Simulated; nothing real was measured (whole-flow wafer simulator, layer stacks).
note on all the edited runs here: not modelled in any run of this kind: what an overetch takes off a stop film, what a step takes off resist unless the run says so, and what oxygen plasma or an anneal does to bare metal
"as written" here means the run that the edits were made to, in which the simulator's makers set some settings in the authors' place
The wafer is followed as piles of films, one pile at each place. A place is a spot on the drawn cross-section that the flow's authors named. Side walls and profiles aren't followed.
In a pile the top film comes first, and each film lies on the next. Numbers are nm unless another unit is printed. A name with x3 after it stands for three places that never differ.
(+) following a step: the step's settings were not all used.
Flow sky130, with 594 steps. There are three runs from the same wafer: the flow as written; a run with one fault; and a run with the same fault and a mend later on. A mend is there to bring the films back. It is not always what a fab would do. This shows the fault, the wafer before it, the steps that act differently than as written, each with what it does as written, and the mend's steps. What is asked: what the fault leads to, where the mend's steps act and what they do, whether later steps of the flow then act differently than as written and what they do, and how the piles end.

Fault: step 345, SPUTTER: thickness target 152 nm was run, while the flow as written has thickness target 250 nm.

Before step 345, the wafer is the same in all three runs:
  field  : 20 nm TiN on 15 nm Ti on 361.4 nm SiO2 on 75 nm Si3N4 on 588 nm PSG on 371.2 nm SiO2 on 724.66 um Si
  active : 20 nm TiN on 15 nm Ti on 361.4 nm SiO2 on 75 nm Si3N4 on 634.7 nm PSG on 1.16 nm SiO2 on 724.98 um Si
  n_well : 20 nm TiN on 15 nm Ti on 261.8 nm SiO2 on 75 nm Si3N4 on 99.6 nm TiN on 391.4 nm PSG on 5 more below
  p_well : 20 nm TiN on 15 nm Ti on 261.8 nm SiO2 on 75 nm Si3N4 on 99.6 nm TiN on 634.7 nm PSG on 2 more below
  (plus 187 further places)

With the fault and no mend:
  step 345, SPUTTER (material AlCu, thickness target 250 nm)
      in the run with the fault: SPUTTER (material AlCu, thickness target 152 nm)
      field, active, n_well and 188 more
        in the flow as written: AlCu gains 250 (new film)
        in the run with the fault: AlCu gains 152 (new film)
  Steps further on in the flow that do not act as written (3 more steps, not shown, differ only slightly: by at most 2% or 0.5 nm, whichever is larger):
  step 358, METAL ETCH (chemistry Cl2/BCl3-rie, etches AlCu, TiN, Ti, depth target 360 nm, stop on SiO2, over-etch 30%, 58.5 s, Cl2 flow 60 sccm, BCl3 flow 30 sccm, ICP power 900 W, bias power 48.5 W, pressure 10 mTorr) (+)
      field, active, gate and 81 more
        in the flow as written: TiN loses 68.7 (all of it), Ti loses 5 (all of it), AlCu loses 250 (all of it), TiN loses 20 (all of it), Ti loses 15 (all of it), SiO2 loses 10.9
        in the run with the fault: TiN loses 68.7 (all of it), Ti loses 5 (all of it), AlCu loses 152 (all of it), TiN loses 20 (all of it), Ti loses 15 (all of it), SiO2 loses 20.7
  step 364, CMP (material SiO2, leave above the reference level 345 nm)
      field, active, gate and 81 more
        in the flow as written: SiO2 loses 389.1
        in the run with the fault: SiO2 loses 477.3
  By the end, the piles at field, active, n_well and 190 more depart from the flow's by more than 2% or 0.5 nm, whichever is larger.
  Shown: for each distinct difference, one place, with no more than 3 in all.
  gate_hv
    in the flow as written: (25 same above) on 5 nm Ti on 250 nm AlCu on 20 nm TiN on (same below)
    in the run with the fault: (25 same above) on 5 nm Ti on 152 nm AlCu on 20 nm TiN on (same below)
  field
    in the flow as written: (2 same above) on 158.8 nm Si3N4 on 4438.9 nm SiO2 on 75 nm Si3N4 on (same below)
    in the run with the fault: (2 same above) on 158.8 nm Si3N4 on 4340.9 nm SiO2 on 75 nm Si3N4 on (same below)
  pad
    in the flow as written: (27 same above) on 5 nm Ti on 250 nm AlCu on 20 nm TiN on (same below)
    in the run with the fault: (27 same above) on 5 nm Ti on 152 nm AlCu on 20 nm TiN on (same below)

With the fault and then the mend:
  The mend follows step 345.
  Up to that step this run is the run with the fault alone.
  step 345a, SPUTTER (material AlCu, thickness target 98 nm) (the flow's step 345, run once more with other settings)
      field, active, n_well and 188 more
        AlCu gains 98
  Every later step of the flow that is run acts as written at every place that is followed.
  The piles end the same as the flow's at every place that both follow.
